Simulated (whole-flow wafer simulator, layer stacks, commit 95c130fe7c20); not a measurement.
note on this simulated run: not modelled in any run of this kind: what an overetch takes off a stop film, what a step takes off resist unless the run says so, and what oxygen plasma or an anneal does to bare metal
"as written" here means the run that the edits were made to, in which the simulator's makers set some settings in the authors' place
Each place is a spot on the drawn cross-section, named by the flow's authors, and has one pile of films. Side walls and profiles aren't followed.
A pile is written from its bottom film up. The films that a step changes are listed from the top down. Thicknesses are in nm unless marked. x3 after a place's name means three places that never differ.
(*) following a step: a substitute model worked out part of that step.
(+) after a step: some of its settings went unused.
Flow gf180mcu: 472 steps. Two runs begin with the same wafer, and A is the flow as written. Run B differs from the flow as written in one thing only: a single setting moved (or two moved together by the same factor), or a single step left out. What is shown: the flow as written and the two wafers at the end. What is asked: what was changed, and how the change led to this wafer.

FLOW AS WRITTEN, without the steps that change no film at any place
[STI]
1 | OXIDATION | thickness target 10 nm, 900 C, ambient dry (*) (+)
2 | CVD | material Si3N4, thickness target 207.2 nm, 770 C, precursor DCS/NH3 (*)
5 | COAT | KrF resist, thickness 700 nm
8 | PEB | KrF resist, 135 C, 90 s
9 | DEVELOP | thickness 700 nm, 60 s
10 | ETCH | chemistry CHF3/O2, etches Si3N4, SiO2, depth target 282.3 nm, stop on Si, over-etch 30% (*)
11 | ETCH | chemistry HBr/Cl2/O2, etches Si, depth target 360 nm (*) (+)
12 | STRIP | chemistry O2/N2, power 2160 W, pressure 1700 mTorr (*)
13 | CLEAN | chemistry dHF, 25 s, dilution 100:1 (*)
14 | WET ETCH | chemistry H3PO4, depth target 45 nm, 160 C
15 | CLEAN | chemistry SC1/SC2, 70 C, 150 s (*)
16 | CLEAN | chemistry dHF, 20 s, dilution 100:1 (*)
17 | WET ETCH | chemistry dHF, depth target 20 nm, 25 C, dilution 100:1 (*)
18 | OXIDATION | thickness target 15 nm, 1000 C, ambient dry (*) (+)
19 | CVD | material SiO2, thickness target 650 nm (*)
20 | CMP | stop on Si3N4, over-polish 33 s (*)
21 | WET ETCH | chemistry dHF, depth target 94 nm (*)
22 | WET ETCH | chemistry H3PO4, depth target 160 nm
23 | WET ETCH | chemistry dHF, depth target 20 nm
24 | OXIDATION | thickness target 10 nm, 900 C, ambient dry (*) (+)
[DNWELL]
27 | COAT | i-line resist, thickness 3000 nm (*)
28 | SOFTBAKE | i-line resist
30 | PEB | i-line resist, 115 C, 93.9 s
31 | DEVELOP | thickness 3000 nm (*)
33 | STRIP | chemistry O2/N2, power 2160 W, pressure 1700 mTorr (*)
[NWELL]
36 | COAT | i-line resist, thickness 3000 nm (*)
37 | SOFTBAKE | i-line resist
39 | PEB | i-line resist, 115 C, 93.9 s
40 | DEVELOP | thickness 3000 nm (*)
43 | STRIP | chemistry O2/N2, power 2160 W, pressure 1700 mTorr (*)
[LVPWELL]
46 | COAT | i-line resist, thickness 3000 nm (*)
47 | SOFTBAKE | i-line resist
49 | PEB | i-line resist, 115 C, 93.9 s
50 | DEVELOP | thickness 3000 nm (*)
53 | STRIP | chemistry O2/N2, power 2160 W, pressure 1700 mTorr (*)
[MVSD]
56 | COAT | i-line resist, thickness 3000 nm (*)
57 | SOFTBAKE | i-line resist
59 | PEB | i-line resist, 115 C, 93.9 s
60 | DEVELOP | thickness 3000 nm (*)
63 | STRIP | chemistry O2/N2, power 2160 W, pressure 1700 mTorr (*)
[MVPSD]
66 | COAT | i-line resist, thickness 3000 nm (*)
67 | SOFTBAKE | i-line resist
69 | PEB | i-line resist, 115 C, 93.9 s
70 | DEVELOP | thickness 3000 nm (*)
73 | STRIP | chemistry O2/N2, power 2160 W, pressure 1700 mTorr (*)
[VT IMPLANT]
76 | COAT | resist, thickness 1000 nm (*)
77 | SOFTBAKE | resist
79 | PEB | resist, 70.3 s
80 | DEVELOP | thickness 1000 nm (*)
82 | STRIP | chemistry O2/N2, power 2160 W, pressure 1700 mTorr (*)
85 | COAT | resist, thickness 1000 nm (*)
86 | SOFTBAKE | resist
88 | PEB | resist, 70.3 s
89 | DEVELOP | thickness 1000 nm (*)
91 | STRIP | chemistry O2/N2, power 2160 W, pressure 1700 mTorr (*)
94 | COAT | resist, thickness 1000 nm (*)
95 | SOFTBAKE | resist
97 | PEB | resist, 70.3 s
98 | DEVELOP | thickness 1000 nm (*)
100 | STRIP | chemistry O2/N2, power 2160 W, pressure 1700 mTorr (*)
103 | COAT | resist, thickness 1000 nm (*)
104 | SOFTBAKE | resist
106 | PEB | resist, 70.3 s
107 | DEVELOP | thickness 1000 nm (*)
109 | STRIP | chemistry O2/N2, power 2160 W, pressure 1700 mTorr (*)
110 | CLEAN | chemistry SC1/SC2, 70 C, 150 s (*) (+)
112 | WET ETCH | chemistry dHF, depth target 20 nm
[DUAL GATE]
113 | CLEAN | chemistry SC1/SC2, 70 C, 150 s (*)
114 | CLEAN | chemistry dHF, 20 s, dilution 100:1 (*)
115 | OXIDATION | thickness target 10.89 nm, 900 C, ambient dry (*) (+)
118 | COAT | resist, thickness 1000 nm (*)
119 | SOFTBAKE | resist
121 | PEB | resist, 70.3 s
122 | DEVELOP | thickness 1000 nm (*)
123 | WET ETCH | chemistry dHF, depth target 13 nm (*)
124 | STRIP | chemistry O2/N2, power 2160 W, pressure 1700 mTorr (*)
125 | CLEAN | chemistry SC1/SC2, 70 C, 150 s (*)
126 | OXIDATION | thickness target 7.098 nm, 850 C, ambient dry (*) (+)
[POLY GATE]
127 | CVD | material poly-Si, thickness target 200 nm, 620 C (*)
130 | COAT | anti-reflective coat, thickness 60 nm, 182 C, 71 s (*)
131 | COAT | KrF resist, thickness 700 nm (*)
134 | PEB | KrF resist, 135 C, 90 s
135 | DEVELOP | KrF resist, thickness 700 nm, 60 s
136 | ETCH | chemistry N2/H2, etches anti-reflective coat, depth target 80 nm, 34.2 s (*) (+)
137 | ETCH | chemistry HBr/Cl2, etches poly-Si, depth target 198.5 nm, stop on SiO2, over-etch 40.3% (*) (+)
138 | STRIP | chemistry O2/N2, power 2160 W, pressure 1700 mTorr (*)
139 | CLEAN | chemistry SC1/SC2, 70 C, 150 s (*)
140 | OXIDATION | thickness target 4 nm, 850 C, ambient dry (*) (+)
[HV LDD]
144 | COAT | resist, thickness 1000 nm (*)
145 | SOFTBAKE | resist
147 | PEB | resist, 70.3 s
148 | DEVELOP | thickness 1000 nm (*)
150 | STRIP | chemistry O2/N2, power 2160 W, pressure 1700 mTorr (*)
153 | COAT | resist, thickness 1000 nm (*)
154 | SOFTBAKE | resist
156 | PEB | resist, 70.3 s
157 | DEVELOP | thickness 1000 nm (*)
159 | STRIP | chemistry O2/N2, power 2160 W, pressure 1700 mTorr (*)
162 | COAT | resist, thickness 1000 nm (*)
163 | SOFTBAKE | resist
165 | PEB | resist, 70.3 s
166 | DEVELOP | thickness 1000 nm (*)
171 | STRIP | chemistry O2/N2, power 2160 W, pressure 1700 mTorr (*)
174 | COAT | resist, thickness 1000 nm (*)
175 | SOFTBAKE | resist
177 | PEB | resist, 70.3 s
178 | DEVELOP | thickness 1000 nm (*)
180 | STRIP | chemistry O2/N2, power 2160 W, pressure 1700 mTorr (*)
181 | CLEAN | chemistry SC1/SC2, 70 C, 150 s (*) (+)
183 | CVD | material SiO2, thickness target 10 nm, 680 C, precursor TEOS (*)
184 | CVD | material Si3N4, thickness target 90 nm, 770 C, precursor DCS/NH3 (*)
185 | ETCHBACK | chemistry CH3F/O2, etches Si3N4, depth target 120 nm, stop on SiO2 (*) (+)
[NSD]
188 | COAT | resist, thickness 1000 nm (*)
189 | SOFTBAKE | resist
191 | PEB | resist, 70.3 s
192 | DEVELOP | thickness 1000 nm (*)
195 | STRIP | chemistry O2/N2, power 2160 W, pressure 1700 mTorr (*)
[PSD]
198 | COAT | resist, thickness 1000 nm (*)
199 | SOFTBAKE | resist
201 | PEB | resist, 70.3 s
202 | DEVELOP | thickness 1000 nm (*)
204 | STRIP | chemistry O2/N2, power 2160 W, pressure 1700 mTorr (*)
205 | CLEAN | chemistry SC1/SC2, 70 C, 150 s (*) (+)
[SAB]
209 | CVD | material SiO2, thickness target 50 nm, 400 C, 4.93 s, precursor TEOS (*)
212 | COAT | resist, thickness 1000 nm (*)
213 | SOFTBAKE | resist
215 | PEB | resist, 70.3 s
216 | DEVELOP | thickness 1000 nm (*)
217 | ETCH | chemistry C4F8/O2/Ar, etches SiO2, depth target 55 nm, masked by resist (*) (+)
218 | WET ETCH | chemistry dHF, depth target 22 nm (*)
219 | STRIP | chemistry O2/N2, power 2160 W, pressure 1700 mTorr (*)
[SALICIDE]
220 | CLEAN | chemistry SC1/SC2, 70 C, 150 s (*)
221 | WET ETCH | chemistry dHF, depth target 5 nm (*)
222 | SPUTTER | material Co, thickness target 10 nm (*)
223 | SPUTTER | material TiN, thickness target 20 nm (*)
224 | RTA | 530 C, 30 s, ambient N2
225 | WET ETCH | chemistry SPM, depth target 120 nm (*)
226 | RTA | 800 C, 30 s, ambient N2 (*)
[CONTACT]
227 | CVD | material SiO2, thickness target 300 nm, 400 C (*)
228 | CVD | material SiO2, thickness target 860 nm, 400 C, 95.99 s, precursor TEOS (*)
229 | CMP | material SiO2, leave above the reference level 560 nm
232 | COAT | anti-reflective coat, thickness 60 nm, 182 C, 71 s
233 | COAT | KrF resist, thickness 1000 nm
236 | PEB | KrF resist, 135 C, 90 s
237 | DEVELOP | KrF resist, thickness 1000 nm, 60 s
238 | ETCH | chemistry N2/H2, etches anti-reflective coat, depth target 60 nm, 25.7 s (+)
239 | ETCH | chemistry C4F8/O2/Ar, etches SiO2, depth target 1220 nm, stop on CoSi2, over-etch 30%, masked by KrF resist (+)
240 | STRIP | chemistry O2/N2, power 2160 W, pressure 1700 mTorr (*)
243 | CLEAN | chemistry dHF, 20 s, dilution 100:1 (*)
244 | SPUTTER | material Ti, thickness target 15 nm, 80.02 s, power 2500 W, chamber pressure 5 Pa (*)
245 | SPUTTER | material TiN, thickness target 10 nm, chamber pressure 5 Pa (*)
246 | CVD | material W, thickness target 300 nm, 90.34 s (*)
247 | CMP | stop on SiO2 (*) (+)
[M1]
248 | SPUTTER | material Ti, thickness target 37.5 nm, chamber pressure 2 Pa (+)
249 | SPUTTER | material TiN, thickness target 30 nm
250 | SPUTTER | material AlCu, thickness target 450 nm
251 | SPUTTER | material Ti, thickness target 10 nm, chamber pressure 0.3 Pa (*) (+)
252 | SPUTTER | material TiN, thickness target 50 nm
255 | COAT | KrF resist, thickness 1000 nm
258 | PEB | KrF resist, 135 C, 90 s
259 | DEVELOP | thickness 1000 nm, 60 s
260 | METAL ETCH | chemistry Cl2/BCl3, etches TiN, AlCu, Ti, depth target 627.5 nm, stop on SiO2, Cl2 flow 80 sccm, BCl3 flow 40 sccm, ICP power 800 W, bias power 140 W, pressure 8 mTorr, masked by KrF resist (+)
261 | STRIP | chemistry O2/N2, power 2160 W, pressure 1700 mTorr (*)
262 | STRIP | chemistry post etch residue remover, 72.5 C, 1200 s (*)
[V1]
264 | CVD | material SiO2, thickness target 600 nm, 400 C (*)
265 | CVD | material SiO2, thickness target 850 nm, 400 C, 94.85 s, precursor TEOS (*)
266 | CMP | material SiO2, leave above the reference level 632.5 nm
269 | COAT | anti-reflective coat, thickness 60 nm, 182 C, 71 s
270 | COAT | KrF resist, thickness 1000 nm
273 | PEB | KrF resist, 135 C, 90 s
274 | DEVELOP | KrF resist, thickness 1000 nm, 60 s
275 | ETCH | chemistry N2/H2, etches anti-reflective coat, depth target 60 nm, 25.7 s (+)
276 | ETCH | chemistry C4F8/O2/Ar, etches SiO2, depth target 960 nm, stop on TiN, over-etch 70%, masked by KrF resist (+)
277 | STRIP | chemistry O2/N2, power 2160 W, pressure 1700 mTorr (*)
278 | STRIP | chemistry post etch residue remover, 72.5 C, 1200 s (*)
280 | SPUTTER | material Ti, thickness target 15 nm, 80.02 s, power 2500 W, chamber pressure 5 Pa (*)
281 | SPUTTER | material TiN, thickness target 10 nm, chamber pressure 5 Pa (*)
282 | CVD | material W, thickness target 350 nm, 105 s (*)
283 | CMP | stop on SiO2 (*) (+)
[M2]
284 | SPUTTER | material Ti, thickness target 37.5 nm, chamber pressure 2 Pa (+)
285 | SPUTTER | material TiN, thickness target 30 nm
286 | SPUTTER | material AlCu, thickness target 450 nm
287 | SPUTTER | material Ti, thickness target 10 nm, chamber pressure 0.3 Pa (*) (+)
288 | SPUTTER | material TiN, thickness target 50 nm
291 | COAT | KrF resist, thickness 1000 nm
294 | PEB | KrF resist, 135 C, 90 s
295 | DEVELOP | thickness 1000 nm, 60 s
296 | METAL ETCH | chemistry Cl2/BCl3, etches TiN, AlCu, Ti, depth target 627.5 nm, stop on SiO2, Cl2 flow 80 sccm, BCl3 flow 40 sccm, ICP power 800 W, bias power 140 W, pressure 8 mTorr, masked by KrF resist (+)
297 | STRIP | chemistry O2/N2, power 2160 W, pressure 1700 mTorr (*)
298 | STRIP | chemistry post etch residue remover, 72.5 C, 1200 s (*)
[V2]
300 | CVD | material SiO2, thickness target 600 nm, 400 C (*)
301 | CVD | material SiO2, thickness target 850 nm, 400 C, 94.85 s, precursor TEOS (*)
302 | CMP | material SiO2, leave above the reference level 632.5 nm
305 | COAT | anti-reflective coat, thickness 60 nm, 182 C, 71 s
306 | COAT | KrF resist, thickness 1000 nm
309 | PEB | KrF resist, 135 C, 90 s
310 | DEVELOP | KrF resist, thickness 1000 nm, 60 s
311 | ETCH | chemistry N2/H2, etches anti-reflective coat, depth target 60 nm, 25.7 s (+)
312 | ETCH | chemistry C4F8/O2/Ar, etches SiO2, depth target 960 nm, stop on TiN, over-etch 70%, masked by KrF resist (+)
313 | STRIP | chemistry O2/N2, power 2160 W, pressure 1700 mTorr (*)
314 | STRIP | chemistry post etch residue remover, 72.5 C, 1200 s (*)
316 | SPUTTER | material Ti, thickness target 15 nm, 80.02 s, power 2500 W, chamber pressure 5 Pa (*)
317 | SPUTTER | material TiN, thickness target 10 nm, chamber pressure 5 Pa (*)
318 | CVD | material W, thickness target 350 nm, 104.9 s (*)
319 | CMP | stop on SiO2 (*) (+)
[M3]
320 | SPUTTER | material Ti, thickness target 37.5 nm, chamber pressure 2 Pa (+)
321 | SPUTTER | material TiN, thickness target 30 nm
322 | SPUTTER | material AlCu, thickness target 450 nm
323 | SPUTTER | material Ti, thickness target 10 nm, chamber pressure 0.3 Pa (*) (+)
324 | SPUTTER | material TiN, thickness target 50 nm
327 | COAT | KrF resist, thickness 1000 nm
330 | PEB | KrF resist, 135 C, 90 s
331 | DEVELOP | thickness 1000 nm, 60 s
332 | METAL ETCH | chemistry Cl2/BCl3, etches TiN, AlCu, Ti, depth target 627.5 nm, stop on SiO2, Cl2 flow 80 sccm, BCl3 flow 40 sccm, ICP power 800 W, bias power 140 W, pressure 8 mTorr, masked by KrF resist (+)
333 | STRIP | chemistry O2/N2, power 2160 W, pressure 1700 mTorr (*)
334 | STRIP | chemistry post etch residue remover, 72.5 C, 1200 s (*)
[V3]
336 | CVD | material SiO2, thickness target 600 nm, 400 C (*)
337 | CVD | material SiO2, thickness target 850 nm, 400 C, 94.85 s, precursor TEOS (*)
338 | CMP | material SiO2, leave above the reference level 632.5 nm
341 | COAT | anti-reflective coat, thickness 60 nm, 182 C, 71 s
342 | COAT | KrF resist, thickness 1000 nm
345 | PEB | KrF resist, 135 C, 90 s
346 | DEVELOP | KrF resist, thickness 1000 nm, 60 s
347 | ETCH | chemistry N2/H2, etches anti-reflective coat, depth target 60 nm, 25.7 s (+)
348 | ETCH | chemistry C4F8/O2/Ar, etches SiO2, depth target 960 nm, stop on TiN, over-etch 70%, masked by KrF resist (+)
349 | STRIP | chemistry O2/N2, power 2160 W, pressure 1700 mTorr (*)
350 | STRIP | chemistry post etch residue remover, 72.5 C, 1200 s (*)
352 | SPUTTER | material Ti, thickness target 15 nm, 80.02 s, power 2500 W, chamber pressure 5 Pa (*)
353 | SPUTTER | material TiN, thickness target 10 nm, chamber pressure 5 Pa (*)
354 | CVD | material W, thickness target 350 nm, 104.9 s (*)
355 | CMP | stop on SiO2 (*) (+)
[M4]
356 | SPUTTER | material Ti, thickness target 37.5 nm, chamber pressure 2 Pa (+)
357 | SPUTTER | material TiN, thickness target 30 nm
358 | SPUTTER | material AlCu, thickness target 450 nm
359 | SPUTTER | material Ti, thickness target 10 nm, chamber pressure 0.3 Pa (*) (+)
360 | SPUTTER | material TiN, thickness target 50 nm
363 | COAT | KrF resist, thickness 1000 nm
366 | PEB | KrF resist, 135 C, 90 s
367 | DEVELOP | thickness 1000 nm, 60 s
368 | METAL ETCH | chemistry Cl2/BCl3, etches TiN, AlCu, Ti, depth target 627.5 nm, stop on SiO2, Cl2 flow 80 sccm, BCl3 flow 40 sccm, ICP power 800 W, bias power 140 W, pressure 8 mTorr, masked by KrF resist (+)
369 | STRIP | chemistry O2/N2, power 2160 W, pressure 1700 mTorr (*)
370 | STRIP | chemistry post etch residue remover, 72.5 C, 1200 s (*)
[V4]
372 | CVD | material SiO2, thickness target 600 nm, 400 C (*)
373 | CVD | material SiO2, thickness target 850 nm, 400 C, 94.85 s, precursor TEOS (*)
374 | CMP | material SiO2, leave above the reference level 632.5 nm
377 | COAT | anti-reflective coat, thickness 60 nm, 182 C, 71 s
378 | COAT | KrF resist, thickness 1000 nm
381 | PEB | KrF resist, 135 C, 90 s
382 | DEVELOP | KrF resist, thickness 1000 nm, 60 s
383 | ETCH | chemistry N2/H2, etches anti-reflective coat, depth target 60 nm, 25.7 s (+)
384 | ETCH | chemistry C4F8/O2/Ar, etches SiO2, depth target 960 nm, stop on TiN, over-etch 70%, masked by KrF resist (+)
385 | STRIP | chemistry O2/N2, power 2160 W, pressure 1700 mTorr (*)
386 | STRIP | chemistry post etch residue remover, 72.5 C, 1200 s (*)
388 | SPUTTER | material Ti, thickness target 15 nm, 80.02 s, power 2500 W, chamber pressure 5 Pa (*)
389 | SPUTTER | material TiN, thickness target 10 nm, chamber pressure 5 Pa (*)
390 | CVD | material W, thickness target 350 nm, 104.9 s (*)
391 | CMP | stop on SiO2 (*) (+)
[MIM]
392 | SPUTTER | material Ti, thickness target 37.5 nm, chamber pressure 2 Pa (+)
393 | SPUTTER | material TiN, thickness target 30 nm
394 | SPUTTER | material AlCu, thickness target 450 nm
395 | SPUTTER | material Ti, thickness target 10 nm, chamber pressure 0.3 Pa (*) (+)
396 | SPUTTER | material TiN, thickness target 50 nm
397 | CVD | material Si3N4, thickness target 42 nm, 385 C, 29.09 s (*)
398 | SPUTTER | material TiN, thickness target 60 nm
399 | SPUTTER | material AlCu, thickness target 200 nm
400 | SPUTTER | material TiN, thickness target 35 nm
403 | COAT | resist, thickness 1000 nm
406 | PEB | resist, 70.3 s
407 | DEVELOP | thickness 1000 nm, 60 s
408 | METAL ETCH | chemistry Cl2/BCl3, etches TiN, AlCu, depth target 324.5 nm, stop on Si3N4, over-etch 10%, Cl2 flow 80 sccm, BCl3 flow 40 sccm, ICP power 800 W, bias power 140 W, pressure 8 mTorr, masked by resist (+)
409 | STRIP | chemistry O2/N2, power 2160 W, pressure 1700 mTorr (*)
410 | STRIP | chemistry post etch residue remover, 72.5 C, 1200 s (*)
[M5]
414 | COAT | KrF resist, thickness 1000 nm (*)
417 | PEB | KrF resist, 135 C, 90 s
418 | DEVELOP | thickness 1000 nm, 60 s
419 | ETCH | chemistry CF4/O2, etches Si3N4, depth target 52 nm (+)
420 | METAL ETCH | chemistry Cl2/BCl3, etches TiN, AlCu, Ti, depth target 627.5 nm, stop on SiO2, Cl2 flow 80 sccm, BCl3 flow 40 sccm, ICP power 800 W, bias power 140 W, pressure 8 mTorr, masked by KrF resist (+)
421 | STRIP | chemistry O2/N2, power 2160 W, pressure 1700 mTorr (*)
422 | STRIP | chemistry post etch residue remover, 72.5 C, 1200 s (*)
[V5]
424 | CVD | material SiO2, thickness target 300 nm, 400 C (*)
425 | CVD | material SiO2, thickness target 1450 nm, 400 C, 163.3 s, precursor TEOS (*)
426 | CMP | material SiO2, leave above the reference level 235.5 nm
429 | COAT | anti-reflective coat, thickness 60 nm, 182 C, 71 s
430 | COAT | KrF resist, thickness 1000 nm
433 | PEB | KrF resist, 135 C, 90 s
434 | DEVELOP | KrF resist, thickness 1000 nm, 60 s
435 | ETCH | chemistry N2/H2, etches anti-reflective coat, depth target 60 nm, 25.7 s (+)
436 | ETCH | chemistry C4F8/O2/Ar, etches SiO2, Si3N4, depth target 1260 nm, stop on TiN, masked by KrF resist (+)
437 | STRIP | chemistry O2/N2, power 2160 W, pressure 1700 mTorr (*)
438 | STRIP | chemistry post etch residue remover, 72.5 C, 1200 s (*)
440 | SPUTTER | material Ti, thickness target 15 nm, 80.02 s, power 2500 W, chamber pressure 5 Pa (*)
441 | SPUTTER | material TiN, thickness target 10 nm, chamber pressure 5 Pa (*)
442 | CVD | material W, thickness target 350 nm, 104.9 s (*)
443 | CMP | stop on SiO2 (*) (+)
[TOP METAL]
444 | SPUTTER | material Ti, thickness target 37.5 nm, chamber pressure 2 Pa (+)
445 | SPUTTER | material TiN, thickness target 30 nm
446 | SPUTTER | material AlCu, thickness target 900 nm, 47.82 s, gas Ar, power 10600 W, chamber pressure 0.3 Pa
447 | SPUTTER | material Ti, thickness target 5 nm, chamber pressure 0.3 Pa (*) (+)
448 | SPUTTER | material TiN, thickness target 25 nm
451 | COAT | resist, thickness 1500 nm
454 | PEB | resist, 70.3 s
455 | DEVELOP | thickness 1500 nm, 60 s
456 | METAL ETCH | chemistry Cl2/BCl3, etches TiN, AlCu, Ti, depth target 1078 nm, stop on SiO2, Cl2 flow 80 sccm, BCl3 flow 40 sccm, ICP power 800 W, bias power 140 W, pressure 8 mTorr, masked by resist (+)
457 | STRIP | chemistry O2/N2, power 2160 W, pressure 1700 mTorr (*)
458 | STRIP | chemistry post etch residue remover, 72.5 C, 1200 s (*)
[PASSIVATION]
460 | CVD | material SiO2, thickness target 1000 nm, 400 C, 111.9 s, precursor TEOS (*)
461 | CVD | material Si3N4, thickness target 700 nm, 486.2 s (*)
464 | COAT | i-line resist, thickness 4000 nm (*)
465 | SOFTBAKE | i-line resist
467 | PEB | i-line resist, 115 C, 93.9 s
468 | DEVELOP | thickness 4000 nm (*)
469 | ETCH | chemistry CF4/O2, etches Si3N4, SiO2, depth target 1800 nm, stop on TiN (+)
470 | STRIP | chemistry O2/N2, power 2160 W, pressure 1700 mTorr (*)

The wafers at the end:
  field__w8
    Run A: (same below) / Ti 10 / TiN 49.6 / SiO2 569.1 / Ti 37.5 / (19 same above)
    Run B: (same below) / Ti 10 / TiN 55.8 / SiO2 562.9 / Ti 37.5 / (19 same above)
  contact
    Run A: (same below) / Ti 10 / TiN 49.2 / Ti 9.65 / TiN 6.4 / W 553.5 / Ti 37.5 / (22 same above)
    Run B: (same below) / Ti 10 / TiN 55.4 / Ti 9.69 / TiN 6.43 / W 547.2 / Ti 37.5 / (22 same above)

Cause: step 324, SPUTTER: thickness target 56.2 nm was run, while the flow as written has thickness target 50 nm.

How this came from the change, step by step:
  324 | SPUTTER | material TiN, thickness target 50 nm
      field, field__w1, field__w2 and 108 more: A +50 TiN (new film) | B +56.2 TiN (new film)
  332 | METAL ETCH | chemistry Cl2/BCl3, etches TiN, AlCu, Ti, depth target 627.5 nm, stop on SiO2, Cl2 flow 80 sccm, BCl3 flow 40 sccm, ICP power 800 W, bias power 140 W, pressure 8 mTorr, masked by KrF resist (+)
      field, field__w1, field__w2 and 103 more: A -50 TiN (all of it), -10 Ti (all of it), -450 AlCu (all of it), -30 TiN (all of it), -37.5 Ti (all of it) | B -56.2 TiN (all of it), -10 Ti (all of it), -450 AlCu (all of it), -30 TiN (all of it), -37.5 Ti (all of it)
